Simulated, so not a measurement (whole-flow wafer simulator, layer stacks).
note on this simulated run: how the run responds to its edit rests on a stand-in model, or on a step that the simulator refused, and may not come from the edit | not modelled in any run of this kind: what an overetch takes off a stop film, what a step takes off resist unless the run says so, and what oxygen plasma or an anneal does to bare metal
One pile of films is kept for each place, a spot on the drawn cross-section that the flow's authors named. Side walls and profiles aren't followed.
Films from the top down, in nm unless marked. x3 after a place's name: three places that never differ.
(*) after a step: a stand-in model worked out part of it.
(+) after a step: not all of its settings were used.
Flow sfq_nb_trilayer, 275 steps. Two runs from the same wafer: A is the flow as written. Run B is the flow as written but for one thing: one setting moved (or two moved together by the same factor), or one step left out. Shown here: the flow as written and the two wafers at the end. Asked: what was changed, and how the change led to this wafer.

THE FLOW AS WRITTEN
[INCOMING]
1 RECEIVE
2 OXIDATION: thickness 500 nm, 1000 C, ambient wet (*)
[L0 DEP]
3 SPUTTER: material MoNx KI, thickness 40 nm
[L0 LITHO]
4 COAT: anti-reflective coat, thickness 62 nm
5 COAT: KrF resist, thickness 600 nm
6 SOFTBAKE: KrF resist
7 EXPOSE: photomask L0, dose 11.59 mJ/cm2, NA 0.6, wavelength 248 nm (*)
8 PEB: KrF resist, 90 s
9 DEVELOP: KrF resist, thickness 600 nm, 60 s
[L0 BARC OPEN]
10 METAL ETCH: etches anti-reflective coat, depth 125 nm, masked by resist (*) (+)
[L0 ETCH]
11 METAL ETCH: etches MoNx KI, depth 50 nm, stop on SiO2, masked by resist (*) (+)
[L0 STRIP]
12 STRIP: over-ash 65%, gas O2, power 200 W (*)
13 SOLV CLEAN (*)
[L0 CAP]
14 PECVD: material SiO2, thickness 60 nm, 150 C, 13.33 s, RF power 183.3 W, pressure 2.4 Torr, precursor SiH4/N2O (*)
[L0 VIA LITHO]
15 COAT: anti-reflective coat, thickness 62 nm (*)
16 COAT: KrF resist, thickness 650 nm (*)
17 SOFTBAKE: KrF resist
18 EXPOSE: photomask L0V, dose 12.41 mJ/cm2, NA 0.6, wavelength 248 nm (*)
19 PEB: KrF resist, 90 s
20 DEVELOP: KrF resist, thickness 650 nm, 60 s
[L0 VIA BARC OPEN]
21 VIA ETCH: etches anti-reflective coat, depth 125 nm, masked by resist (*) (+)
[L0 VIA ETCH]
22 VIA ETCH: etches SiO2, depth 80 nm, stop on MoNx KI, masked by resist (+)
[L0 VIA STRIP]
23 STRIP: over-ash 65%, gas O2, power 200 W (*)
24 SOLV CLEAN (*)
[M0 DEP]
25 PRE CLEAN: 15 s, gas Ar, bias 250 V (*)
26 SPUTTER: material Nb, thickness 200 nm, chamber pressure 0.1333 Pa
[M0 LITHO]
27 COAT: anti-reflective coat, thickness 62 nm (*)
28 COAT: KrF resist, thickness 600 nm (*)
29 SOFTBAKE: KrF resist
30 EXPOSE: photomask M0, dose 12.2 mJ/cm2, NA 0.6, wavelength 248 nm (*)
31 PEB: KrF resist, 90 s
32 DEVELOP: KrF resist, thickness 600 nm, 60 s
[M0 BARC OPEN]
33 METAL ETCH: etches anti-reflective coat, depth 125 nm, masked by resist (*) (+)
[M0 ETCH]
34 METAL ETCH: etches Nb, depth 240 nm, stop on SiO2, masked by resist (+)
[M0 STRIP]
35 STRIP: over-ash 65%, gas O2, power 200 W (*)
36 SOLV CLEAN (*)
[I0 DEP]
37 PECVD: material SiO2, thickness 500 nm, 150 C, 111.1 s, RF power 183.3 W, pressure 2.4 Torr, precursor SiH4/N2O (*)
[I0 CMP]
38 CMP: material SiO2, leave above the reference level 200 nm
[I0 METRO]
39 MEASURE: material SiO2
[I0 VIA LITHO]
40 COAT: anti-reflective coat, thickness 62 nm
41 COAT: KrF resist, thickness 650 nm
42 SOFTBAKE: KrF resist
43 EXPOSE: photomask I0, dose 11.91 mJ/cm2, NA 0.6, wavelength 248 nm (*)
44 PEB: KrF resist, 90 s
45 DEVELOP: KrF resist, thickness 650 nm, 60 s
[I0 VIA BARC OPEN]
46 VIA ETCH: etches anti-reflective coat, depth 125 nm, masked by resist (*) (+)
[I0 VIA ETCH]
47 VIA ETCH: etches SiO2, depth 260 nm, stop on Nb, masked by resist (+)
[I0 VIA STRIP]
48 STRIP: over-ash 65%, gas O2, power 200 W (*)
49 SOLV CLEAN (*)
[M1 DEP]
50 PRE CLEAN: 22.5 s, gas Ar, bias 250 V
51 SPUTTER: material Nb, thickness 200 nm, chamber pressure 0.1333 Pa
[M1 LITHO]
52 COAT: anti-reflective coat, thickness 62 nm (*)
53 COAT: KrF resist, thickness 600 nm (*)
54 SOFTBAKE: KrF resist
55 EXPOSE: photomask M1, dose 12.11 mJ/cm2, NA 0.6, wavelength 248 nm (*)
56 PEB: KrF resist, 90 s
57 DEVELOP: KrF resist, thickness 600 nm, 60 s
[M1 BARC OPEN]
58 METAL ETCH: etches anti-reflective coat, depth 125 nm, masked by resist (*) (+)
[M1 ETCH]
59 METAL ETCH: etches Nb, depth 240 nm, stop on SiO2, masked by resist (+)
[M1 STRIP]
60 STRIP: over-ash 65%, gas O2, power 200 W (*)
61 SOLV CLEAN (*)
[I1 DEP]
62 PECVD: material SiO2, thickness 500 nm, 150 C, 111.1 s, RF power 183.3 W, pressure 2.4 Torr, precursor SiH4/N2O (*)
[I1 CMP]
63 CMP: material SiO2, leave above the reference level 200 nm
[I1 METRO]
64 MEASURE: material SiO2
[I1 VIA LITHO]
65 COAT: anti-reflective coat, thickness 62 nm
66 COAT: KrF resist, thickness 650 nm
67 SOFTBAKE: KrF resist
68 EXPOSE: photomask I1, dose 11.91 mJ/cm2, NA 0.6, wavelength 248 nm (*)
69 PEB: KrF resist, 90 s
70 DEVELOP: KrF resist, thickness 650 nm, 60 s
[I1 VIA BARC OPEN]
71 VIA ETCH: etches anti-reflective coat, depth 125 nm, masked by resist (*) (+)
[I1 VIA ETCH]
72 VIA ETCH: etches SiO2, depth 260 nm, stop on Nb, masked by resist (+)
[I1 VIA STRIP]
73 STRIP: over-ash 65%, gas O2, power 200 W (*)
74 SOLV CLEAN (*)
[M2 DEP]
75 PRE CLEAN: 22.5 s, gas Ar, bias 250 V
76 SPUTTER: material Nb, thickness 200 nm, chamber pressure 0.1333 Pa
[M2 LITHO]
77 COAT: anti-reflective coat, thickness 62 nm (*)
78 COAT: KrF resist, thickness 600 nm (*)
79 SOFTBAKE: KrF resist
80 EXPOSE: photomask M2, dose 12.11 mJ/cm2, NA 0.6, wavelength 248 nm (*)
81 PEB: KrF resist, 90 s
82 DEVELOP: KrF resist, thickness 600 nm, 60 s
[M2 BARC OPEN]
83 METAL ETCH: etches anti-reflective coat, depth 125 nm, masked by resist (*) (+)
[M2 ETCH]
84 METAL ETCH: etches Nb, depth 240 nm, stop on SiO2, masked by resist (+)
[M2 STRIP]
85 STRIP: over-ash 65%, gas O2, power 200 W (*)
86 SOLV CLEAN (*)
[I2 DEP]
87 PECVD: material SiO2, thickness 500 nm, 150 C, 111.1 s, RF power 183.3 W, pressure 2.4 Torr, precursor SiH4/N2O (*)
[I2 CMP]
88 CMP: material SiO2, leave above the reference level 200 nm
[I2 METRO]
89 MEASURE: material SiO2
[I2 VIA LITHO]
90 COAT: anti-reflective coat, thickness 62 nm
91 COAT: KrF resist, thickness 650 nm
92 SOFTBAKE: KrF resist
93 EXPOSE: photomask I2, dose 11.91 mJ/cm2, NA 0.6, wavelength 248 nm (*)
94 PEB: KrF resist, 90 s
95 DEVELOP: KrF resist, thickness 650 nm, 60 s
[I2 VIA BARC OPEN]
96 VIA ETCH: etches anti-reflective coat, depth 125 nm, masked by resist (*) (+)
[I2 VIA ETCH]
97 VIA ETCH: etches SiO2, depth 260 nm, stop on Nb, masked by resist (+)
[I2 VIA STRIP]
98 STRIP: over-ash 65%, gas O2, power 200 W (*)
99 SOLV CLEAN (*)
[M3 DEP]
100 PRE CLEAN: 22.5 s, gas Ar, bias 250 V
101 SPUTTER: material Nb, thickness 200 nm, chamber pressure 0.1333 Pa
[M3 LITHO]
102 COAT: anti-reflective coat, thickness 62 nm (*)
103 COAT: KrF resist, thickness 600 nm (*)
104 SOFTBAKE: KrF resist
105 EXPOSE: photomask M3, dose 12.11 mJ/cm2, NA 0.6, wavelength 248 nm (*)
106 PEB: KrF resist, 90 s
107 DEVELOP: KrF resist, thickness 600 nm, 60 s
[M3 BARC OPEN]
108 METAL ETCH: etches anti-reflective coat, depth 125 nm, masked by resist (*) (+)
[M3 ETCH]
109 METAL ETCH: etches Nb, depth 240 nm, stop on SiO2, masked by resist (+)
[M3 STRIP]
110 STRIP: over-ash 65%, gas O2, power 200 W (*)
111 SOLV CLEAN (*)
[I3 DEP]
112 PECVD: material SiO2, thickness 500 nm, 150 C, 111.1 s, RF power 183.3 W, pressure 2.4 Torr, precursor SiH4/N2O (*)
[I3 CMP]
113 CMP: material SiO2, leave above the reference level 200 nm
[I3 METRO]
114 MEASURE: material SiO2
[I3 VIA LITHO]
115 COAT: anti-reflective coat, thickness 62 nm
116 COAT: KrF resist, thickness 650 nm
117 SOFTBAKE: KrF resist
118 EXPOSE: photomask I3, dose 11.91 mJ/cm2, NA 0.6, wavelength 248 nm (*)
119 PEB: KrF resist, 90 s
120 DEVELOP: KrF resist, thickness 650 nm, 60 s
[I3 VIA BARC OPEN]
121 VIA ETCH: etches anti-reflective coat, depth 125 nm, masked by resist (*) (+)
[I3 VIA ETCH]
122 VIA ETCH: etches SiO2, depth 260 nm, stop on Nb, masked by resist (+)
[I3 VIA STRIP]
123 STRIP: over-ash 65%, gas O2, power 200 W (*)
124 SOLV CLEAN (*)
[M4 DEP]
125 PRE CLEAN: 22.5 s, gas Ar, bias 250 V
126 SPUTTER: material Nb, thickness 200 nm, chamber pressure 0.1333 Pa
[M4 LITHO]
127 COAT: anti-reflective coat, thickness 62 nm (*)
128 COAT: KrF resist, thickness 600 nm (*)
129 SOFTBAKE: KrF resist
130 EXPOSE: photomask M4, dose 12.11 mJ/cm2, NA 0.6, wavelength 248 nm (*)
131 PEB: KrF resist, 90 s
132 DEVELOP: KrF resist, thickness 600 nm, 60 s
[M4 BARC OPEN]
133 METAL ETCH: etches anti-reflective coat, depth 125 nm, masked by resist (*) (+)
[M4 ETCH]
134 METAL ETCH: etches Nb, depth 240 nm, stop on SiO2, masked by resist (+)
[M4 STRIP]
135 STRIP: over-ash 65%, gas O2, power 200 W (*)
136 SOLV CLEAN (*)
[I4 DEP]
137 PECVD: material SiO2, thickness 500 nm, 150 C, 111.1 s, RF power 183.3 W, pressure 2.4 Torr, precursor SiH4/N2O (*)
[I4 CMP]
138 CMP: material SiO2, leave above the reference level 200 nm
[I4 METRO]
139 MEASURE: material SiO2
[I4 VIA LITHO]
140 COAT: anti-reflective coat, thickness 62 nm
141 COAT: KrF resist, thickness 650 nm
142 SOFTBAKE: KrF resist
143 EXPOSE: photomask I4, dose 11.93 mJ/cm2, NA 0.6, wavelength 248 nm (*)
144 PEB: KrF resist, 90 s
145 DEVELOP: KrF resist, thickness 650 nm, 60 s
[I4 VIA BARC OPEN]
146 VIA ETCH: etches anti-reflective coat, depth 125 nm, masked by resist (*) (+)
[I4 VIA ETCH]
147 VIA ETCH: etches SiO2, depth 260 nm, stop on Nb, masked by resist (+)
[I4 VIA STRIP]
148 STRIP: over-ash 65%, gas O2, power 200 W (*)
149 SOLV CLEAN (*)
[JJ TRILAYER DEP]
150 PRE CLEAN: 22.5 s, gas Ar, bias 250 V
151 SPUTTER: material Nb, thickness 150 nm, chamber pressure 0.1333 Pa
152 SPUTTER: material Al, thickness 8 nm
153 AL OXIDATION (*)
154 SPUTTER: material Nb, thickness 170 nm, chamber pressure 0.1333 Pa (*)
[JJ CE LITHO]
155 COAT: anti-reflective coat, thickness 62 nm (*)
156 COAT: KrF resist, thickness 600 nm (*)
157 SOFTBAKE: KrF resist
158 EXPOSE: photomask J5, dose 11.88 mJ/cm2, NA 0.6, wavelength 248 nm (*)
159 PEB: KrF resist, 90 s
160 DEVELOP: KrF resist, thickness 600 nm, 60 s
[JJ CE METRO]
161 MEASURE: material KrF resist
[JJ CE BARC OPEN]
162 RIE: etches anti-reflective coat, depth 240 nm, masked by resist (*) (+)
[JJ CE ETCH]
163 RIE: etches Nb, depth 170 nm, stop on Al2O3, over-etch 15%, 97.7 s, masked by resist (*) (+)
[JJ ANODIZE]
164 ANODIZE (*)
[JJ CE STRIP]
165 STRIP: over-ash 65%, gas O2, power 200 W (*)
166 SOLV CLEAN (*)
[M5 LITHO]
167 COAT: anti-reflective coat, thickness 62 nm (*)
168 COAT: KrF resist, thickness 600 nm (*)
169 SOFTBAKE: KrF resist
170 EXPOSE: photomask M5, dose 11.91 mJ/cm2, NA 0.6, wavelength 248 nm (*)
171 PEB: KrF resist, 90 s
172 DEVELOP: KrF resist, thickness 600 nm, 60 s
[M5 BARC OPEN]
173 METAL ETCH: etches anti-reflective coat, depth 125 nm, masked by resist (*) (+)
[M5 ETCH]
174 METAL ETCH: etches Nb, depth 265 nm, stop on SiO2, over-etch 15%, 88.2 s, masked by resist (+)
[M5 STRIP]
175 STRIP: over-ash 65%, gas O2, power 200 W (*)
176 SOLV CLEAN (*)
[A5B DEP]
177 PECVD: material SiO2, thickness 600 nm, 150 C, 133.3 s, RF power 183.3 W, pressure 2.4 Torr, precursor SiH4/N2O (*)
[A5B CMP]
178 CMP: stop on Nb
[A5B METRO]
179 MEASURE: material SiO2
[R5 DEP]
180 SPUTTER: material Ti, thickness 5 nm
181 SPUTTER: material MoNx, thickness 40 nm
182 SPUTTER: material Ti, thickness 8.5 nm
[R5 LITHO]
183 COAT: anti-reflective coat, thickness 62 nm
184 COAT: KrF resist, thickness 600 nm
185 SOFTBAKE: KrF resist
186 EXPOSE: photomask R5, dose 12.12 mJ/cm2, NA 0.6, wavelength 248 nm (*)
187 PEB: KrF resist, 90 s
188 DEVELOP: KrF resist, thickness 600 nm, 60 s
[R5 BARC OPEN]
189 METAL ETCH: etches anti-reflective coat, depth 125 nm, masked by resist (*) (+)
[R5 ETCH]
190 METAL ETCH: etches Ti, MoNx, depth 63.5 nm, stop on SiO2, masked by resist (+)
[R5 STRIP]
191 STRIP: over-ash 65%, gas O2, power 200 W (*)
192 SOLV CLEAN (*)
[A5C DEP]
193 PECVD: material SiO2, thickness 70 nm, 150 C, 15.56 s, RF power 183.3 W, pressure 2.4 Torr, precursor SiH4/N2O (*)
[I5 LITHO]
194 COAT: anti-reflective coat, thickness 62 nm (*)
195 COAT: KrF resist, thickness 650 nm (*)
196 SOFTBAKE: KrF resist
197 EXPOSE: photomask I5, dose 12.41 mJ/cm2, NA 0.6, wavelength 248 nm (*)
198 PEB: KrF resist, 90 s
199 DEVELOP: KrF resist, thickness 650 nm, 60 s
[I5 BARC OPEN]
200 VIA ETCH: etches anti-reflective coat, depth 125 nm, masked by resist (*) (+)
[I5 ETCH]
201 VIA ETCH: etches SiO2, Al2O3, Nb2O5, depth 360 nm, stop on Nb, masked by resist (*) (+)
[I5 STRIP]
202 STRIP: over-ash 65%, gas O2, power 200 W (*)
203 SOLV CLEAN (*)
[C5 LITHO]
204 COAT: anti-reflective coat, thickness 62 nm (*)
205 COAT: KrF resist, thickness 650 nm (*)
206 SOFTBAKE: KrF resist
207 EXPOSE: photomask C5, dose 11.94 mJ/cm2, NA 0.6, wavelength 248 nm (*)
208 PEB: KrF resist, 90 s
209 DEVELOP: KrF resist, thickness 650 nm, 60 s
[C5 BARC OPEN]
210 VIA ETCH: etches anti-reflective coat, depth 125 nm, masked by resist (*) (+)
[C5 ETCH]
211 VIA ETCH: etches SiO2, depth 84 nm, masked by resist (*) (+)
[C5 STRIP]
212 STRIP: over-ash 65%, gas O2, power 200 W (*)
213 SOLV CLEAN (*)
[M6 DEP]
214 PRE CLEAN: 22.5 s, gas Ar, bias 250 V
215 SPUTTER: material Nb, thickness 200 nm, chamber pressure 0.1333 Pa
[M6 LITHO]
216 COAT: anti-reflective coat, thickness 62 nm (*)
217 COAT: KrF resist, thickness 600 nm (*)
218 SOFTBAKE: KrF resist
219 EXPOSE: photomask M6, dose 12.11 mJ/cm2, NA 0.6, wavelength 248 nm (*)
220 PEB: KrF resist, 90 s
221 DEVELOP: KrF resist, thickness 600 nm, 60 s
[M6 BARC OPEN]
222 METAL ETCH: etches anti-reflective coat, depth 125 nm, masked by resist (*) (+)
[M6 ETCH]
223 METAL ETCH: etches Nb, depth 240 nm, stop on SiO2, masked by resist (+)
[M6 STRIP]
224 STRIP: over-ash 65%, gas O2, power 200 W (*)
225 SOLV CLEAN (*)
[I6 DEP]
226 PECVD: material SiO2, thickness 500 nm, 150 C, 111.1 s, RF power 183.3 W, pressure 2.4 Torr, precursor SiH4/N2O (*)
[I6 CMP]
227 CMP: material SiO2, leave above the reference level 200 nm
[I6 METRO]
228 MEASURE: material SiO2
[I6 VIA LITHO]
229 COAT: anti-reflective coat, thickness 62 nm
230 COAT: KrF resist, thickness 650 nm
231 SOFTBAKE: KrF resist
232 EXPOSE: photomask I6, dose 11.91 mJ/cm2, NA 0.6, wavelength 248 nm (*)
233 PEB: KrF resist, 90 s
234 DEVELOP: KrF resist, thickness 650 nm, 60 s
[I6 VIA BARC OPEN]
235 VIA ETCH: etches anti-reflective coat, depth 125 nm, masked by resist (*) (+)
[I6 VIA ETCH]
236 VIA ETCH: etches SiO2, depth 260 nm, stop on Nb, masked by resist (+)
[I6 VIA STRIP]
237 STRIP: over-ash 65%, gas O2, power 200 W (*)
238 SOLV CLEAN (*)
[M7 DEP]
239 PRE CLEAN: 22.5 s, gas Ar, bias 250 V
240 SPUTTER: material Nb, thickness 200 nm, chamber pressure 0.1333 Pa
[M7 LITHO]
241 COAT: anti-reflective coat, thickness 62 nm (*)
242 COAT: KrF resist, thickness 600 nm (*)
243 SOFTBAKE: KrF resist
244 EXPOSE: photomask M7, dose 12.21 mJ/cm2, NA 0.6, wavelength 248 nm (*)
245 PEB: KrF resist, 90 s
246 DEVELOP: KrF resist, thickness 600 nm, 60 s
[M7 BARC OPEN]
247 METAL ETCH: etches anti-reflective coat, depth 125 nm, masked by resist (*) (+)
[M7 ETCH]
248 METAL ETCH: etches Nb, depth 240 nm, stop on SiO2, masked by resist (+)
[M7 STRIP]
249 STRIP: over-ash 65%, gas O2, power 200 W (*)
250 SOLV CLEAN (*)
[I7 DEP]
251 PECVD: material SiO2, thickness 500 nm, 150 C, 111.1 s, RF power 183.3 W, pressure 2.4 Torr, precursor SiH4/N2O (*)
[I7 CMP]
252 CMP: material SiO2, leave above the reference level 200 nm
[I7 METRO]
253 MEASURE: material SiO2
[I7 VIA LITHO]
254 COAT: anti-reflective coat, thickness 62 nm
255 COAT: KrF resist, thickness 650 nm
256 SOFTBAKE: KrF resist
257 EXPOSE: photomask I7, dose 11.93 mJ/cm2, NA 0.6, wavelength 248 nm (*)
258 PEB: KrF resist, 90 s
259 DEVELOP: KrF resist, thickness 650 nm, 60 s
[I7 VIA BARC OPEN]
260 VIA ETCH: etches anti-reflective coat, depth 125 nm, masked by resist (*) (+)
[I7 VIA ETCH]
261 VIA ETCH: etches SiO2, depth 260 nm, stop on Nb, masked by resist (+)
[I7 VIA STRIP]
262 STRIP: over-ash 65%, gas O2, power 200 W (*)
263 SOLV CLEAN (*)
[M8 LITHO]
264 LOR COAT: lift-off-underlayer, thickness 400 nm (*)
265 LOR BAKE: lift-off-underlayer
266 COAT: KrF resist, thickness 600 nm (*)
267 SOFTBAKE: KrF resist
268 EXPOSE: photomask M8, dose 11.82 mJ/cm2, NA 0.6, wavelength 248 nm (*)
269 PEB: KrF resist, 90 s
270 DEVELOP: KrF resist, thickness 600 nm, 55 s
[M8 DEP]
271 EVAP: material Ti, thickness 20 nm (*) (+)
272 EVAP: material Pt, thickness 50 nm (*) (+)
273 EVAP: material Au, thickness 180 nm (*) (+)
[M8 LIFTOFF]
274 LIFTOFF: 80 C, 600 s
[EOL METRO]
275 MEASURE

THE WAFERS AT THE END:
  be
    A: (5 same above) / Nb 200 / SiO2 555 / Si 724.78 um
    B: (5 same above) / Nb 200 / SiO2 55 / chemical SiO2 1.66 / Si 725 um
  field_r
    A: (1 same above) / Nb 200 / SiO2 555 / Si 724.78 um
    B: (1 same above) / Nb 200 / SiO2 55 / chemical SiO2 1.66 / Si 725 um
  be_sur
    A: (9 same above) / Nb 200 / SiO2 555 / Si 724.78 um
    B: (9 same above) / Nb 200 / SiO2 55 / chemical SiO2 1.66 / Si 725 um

The cause: step 2, OXIDATION: thickness 500 nm, 1000 C, ambient wet (*), was left out.

How the change led to this, step by step:
  12 STRIP: over-ash 65%, gas O2, power 200 W (*)
      v_sur, via_wl, via_w and 97 more: A nothing | B chemical SiO2 +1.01, Si -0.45
  14 PECVD: material SiO2, thickness 60 nm, 150 C, 13.33 s, RF power 183.3 W, pressure 2.4 Torr, precursor SiH4/N2O (*)
      v_sur, via_wl, via_w and 97 more: A SiO2 +60 | B SiO2 +60 (new film)
